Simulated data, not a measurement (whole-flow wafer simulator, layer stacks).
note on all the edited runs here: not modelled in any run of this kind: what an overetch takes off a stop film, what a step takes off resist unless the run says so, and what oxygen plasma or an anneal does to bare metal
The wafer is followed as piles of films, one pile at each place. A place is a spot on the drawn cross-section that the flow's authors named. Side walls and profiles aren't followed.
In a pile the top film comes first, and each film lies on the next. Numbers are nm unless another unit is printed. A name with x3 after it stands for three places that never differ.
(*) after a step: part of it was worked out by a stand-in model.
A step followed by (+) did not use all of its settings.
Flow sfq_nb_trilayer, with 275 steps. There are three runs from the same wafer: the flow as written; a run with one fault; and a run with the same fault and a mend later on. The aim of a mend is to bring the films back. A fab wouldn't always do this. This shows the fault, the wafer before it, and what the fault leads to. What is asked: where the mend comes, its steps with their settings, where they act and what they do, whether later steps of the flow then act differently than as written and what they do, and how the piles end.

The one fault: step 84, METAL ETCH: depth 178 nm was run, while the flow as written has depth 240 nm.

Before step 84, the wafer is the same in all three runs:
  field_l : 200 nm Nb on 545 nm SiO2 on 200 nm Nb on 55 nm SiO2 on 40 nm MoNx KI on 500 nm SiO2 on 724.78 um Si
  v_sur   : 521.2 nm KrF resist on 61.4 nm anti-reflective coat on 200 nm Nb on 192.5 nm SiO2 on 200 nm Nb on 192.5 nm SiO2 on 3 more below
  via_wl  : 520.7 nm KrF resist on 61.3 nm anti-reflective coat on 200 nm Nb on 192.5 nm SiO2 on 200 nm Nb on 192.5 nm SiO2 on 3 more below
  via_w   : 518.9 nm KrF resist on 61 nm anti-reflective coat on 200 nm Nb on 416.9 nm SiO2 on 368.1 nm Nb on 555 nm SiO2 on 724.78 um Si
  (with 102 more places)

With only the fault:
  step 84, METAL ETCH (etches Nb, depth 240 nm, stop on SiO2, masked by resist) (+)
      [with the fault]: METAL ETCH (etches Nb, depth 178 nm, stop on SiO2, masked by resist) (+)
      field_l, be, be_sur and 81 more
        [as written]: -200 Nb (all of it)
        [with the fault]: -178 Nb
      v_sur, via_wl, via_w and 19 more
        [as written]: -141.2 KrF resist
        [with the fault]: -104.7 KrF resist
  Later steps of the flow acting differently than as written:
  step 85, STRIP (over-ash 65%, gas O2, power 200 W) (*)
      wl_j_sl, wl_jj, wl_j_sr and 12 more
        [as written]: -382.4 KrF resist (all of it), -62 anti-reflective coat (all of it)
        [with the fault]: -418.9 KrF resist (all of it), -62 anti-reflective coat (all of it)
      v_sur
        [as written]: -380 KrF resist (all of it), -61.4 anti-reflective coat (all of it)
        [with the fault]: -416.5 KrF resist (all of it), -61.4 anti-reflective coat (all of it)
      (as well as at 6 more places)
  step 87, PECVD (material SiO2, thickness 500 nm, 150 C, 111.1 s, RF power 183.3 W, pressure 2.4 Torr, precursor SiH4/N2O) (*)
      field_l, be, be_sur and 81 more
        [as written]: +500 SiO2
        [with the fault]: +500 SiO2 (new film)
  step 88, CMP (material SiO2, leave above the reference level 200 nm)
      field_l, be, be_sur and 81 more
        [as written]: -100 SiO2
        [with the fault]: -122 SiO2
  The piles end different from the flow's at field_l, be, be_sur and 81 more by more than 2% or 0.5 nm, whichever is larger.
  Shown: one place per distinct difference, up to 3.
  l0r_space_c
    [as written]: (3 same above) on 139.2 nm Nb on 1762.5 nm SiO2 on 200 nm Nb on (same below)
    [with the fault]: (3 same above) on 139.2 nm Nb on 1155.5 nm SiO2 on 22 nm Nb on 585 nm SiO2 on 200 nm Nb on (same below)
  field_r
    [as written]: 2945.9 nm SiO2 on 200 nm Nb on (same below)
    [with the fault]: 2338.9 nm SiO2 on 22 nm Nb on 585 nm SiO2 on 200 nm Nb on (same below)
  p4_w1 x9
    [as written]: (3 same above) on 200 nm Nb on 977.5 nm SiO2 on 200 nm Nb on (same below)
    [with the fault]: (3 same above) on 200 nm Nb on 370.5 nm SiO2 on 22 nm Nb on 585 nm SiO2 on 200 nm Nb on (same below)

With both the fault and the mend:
  The mend follows step 84.
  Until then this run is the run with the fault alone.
  step 84a, METAL ETCH (etches Nb, depth 62 nm, stop on SiO2, masked by resist) (+) (the flow's step 84, run once more with other settings)
      field_l, be, be_sur and 81 more
        -22 Nb (all of it)
      v_sur, via_wl, via_w and 19 more
        -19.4 KrF resist
  Later steps of the flow acting differently than as written:
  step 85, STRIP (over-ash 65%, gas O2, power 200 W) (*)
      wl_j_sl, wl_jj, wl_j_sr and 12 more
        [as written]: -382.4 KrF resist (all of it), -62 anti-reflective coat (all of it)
        [with the mend]: -399.4 KrF resist (all of it), -62 anti-reflective coat (all of it)
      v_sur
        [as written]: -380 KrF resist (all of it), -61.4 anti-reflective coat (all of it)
        [with the mend]: -397.1 KrF resist (all of it), -61.4 anti-reflective coat (all of it)
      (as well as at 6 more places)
  The piles end the same as the flow's at every place that both follow.
